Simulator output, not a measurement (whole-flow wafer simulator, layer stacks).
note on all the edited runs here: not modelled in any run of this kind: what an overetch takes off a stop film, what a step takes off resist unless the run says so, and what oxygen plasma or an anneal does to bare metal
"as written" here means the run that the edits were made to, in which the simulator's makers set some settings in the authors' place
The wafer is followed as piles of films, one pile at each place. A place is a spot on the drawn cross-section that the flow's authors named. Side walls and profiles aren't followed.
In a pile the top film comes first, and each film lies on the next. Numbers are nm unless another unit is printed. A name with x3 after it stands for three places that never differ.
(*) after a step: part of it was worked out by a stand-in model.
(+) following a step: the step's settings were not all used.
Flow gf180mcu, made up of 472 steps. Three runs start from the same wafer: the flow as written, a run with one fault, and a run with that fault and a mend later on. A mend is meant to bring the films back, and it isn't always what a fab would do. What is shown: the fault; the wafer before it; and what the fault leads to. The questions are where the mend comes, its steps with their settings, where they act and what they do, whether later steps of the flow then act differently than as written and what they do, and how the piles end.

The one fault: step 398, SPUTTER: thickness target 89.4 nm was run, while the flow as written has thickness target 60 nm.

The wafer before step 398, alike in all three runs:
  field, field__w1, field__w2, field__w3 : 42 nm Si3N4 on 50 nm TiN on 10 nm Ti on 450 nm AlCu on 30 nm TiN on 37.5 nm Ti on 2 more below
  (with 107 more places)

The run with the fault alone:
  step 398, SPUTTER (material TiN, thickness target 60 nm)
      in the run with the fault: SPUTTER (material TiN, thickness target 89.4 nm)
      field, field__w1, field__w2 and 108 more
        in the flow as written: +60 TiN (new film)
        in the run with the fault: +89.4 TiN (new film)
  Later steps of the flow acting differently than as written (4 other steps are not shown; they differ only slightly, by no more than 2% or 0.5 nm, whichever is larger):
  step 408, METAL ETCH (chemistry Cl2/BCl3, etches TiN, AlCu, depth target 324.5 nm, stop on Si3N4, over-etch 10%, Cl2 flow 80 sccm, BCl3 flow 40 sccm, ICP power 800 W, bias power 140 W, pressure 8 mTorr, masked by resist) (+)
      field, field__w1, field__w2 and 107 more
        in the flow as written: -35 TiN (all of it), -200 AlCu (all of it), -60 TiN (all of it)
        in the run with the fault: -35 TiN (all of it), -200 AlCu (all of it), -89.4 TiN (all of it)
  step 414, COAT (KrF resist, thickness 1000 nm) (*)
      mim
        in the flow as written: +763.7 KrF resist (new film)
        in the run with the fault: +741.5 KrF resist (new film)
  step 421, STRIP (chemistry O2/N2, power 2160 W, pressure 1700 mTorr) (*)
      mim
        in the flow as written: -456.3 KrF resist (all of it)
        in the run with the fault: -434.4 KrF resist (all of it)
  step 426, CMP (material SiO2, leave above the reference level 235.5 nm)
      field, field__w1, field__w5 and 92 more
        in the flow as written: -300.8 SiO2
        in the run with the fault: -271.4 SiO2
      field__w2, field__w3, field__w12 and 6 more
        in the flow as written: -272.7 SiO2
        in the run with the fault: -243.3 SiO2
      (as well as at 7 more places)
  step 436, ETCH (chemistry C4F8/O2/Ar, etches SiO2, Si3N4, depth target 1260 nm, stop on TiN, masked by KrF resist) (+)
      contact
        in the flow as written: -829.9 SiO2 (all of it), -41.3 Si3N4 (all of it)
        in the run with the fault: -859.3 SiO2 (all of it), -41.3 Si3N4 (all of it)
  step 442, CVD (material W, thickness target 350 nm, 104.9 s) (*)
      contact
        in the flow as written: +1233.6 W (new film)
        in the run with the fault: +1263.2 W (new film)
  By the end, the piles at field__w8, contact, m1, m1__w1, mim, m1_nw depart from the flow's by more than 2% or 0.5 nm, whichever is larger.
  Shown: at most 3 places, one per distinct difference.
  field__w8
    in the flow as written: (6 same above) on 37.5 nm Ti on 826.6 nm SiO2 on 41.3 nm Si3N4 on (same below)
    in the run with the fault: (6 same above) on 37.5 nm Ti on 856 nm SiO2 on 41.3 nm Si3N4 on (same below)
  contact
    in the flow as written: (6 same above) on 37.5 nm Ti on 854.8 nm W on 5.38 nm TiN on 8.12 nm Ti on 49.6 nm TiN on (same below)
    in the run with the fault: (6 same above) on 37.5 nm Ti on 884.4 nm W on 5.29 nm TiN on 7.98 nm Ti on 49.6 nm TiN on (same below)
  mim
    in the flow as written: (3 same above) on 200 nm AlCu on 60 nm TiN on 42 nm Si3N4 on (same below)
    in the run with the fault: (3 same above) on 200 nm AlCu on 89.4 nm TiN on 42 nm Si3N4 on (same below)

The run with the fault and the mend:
  After step 398 comes the mend.
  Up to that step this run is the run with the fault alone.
  step 398a, METAL ETCH (chemistry Cl2/BCl3, etches TiN, AlCu, Ti, depth target 29.4 nm, Cl2 flow 80 sccm, BCl3 flow 40 sccm, ICP power 800 W, bias power 140 W, pressure 8 mTorr) (the flow's step 260, run once more with other settings)
      field, field__w1, field__w2 and 108 more
        -29.4 TiN
  None of the later steps of the flow acts differently than as written at any place that is followed.
  By the end, the piles equal the flow's at every place that both follow.
